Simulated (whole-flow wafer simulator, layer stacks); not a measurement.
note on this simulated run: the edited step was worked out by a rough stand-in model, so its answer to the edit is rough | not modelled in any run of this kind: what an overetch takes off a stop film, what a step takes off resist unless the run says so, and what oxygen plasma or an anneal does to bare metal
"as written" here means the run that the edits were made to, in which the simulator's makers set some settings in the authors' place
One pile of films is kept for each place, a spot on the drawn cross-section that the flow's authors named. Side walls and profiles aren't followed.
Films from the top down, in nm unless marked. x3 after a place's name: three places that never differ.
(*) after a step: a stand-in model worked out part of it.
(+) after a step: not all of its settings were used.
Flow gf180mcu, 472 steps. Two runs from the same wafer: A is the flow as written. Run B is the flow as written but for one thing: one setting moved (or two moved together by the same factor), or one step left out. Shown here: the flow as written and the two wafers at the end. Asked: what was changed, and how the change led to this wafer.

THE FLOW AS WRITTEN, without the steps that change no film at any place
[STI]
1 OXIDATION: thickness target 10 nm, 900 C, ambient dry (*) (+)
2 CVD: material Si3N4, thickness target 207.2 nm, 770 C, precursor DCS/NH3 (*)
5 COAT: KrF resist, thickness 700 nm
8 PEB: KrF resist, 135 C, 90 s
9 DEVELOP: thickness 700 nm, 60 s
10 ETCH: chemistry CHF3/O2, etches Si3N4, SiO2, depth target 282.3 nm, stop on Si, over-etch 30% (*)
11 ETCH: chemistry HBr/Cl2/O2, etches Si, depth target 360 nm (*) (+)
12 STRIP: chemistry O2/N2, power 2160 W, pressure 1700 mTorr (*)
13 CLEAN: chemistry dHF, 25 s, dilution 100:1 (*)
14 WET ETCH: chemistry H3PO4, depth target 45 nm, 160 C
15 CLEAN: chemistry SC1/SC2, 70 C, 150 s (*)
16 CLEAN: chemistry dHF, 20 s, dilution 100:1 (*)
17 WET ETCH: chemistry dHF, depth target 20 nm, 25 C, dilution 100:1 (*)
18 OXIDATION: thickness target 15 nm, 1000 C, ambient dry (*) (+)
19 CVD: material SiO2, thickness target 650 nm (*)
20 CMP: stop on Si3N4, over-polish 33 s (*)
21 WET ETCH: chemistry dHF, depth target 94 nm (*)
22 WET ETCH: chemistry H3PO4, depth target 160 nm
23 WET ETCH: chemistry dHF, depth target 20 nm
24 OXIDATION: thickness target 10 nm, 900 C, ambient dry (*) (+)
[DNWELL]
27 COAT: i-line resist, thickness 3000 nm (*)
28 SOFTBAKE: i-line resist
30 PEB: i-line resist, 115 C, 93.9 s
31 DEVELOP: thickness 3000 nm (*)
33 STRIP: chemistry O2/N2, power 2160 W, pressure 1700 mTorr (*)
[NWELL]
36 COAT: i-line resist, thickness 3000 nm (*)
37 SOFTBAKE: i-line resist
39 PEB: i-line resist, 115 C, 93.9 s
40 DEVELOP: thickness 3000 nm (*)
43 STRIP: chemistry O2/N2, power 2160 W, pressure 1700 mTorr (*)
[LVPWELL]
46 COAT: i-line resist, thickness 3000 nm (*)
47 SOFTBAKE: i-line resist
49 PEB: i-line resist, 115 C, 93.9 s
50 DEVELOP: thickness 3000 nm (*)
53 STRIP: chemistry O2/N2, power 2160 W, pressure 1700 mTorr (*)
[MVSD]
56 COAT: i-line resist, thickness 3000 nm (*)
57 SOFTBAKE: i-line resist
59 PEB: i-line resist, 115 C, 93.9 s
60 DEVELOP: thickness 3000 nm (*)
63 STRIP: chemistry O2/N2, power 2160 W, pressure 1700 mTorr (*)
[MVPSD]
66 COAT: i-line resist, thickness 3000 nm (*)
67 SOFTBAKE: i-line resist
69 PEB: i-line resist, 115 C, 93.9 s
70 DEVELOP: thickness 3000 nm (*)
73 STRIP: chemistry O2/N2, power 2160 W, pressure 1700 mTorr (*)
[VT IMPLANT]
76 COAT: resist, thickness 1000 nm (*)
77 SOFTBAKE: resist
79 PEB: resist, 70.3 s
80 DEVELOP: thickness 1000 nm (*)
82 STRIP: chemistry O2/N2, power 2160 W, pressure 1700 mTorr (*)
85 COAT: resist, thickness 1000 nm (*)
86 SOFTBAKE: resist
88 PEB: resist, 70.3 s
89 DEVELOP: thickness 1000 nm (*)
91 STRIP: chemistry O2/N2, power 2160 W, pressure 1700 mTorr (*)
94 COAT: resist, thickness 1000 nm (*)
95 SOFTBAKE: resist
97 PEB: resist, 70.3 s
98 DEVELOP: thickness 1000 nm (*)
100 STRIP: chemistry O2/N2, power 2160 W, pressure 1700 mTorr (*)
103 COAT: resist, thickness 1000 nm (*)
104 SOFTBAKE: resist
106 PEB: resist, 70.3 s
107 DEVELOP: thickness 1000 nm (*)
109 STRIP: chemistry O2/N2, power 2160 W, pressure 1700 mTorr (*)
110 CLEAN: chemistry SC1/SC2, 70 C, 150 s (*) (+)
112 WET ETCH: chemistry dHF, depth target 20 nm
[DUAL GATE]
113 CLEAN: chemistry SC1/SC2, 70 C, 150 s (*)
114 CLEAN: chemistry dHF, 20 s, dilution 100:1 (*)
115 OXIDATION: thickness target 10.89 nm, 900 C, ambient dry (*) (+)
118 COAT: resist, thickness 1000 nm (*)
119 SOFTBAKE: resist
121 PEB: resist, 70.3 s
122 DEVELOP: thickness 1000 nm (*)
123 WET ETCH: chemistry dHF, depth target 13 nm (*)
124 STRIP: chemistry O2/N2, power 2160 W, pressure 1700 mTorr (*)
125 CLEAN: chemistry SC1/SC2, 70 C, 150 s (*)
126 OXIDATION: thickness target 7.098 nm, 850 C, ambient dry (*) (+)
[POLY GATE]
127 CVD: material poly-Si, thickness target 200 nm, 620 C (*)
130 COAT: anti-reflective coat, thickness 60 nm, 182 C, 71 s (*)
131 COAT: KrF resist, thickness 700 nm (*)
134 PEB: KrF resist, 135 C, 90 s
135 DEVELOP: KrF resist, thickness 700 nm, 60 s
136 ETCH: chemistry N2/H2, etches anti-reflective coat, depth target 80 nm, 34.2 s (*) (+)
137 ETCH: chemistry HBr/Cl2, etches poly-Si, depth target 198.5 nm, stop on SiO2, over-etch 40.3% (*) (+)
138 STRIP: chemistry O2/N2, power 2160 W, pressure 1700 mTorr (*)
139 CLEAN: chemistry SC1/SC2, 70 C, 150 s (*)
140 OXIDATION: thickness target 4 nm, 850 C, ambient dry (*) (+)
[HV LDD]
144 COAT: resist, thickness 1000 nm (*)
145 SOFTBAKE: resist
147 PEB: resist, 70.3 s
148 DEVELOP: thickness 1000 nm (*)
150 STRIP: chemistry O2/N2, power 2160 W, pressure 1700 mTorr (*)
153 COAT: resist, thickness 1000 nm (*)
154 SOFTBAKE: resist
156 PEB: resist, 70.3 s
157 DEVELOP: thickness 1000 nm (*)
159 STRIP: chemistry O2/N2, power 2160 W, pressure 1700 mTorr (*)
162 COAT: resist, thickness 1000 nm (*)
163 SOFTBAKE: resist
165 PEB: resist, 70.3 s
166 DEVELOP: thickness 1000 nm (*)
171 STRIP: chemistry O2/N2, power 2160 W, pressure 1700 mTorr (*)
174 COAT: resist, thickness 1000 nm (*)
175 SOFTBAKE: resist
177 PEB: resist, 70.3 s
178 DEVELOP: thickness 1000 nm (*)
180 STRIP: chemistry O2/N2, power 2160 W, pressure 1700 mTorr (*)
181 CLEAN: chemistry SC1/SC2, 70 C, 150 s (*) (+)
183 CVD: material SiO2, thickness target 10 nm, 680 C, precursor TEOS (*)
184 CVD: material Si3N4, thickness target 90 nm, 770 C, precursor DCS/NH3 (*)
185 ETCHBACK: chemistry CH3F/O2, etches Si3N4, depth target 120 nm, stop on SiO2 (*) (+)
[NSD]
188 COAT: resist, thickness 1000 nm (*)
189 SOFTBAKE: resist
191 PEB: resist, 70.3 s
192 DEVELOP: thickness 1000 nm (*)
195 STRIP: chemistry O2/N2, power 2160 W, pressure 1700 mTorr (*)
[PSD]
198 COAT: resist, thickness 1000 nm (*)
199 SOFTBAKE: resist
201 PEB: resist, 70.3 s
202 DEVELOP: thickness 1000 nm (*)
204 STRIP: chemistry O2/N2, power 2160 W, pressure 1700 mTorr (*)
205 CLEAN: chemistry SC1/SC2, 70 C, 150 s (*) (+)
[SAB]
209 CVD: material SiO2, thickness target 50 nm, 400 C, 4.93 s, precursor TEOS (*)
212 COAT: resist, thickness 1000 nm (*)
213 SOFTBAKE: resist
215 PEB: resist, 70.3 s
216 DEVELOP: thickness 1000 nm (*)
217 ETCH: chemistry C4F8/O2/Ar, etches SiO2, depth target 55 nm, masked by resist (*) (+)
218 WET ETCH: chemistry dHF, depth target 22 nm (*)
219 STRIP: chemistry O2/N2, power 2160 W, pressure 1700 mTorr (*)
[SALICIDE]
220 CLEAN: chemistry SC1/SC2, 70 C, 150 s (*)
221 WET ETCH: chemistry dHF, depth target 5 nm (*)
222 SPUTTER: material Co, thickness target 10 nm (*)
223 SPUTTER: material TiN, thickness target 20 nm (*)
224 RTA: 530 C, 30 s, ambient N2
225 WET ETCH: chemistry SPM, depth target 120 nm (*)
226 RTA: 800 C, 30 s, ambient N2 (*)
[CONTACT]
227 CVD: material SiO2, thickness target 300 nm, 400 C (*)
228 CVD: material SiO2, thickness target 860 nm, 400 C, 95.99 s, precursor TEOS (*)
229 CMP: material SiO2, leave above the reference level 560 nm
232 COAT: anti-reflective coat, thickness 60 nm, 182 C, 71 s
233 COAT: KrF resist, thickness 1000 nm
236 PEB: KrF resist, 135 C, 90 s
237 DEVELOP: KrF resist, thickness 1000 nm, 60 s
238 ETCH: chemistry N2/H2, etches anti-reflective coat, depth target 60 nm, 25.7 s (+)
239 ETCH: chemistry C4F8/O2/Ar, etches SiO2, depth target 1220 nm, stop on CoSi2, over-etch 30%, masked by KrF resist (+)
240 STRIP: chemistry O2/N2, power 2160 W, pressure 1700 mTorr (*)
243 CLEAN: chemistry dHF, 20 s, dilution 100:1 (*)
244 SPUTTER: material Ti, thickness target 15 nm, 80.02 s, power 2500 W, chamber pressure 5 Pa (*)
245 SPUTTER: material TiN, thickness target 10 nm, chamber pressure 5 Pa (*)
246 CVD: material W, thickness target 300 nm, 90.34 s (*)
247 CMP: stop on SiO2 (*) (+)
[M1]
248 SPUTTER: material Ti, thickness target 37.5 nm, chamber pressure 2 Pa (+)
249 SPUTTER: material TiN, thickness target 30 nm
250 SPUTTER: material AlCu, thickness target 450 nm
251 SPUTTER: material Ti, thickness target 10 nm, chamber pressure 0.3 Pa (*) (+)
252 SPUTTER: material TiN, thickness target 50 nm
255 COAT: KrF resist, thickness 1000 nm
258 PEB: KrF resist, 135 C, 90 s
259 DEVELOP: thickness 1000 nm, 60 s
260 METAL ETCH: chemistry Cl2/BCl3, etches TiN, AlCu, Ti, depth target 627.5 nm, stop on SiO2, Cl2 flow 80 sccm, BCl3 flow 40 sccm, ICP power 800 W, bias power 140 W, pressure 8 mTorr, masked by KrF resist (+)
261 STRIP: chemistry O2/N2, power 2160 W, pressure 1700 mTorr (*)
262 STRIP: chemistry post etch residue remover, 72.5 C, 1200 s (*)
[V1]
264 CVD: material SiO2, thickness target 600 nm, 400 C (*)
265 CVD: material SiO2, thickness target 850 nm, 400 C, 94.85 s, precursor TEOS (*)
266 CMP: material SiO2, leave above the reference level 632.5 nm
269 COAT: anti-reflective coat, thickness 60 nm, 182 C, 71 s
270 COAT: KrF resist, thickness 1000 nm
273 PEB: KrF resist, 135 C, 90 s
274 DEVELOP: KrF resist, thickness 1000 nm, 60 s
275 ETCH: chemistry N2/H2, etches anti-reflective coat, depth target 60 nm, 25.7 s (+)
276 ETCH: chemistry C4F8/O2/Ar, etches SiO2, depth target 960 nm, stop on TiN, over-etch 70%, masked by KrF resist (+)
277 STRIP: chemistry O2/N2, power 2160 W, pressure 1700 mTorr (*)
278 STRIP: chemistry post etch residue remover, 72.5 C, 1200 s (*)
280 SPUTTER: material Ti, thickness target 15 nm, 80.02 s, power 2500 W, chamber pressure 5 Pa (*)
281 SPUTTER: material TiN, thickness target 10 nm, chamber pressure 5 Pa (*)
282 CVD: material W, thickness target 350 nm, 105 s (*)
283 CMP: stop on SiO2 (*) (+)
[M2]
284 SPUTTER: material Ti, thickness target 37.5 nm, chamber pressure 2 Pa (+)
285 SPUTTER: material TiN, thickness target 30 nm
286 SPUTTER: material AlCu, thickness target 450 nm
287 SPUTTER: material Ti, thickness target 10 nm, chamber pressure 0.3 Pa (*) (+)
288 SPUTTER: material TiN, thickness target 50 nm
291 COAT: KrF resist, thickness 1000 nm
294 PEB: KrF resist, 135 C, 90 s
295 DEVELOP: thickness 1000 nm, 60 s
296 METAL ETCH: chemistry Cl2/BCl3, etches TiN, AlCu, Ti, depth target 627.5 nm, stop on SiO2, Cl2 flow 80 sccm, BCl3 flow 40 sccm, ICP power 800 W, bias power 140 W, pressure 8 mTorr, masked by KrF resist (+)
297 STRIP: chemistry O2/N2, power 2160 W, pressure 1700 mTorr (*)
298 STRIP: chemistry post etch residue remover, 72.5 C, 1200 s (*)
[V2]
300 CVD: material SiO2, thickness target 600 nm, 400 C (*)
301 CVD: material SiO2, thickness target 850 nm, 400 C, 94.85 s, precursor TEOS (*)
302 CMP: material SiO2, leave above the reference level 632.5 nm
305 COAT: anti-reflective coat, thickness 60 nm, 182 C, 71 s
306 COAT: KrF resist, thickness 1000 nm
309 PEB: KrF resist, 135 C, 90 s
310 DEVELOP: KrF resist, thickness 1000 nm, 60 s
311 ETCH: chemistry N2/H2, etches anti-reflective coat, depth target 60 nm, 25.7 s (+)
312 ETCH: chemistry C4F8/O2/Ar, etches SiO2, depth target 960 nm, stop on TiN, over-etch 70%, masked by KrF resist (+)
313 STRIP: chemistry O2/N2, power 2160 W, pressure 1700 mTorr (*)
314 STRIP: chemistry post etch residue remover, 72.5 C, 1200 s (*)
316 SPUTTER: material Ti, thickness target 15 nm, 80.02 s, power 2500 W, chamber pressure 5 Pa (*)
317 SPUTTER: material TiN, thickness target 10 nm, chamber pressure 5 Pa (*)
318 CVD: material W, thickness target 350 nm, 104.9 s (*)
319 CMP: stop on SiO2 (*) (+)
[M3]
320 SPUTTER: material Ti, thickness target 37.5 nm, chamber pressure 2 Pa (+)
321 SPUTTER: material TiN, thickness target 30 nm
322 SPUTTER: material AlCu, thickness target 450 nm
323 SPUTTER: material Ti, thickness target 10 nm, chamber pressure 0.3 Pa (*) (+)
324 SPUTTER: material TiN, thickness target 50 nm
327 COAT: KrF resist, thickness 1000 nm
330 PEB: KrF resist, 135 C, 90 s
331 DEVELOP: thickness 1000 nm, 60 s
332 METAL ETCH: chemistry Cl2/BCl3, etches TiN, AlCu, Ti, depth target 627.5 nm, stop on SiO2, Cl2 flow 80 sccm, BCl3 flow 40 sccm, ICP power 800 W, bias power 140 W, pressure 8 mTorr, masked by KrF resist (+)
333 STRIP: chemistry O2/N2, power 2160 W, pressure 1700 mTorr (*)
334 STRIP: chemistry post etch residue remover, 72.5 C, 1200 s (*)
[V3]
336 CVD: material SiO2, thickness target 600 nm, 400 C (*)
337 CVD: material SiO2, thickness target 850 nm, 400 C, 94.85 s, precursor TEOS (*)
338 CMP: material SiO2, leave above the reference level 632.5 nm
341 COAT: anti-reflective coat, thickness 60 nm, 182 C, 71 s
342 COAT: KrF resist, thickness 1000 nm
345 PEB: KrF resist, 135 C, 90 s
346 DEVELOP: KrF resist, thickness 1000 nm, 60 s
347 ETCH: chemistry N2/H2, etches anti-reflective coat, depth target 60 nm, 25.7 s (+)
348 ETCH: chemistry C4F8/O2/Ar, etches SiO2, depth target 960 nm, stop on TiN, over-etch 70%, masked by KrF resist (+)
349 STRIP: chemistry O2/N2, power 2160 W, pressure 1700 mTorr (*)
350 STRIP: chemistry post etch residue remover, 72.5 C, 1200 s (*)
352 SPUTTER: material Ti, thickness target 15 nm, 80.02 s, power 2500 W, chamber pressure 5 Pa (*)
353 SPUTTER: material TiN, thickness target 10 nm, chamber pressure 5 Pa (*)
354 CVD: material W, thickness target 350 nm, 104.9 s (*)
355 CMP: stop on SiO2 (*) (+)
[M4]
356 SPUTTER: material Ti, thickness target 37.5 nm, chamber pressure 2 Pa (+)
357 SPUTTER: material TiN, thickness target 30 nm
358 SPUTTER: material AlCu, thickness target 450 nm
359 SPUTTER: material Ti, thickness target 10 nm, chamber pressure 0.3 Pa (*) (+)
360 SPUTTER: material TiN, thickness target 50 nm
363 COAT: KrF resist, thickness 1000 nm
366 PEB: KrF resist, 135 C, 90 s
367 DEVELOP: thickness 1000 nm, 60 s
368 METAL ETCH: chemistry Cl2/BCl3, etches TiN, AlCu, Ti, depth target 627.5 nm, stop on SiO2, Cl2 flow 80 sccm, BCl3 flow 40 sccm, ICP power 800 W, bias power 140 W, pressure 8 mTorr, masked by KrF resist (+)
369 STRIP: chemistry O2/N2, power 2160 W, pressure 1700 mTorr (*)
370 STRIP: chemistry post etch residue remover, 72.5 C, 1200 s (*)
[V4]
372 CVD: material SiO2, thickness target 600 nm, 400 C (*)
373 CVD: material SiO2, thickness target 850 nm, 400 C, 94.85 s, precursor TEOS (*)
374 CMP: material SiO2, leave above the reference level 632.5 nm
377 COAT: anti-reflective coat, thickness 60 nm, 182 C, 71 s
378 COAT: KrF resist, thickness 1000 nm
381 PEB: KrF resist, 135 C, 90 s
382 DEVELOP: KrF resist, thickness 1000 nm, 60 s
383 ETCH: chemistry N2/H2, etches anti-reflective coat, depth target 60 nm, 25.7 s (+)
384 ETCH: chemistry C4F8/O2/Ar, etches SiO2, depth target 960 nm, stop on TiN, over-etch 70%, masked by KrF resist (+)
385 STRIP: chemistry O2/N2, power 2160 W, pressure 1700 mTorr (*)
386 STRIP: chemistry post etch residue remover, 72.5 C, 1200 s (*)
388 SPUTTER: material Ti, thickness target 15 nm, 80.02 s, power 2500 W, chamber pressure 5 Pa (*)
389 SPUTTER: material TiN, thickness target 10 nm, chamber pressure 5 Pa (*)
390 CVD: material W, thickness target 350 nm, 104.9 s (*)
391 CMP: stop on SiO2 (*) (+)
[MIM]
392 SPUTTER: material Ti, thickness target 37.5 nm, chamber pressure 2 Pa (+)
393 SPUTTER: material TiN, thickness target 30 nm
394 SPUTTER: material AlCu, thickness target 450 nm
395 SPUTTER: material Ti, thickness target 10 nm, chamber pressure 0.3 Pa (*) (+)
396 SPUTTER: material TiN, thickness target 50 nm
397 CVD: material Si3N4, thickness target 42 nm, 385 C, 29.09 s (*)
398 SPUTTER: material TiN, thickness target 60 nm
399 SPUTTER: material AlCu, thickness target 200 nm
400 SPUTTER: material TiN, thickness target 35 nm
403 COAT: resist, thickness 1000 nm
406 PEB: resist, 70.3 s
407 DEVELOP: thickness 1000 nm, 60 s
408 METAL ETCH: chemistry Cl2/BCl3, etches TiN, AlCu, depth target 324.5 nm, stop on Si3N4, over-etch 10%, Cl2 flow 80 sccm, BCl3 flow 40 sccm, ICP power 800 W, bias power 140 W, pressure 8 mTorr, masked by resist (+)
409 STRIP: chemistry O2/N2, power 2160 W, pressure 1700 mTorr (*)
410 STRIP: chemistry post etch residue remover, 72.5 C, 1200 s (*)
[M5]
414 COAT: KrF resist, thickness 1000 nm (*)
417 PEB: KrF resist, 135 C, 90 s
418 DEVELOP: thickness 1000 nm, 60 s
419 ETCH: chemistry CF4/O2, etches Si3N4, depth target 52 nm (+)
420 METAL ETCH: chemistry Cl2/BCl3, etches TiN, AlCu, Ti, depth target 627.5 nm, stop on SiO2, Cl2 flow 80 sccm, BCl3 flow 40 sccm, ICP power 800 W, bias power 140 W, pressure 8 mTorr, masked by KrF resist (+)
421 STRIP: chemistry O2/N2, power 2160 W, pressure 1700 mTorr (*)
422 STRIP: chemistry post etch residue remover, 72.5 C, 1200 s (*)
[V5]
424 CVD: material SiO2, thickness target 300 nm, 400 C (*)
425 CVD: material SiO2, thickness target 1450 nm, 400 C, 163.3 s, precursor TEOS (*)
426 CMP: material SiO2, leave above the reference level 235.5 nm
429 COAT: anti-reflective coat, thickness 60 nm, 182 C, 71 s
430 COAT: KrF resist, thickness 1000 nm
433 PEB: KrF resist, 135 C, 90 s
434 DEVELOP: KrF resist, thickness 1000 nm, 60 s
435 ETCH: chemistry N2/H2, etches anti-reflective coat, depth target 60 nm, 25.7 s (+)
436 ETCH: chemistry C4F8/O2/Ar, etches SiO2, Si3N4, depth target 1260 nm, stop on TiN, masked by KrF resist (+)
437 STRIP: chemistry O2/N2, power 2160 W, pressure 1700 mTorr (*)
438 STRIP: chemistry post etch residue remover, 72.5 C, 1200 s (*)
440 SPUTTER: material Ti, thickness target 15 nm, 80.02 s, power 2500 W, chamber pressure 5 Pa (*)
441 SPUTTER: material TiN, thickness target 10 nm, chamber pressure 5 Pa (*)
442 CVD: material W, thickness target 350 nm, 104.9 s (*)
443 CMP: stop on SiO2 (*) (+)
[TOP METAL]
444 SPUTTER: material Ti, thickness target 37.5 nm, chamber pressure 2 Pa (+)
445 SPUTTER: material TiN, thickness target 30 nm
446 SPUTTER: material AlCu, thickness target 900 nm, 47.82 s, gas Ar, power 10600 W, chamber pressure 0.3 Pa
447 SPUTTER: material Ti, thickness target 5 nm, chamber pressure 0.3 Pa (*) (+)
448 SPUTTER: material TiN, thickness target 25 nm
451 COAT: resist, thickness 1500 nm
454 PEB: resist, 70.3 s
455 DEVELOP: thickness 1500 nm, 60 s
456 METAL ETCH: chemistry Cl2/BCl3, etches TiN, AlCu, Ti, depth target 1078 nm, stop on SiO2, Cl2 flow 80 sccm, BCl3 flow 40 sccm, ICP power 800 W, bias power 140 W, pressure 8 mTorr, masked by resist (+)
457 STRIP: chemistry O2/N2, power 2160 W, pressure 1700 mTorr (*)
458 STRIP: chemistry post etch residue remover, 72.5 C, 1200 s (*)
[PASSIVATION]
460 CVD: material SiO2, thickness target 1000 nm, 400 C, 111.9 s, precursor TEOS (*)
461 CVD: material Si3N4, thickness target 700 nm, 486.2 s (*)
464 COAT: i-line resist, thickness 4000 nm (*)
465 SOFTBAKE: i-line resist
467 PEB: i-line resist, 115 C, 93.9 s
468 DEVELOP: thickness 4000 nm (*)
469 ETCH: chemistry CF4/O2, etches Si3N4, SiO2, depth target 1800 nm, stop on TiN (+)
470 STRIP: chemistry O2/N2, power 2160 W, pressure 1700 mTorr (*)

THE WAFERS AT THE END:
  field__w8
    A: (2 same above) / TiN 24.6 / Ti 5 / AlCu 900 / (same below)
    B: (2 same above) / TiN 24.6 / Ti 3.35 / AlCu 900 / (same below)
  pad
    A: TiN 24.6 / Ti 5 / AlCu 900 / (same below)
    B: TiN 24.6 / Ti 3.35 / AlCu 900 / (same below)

The cause: step 447, SPUTTER: thickness target 3.35 nm was run, where the flow has thickness target 5 nm.
It can be read off the wafer: field__w8 has Ti 3.35, and step 447 as written asks for 5 nm.

How the change led to this, step by step:
  447 SPUTTER: material Ti, thickness target 5 nm, chamber pressure 0.3 Pa (*) (+)
      field, field__w1, field__w2 and 109 more: A Ti +5 (new film) | B Ti +3.35 (new film)
  456 METAL ETCH: chemistry Cl2/BCl3, etches TiN, AlCu, Ti, depth target 1078 nm, stop on SiO2, Cl2 flow 80 sccm, BCl3 flow 40 sccm, ICP power 800 W, bias power 140 W, pressure 8 mTorr, masked by resist (+)
      field, field__w1, field__w2 and 103 more: A TiN -25 (all of it), Ti -5 (all of it), AlCu -900 (all of it), TiN -30 (all of it), Ti -37.5 (all of it) | B TiN -25 (all of it), Ti -3.35 (all of it), AlCu -900 (all of it), TiN -30 (all of it), Ti -37.5 (all of it)
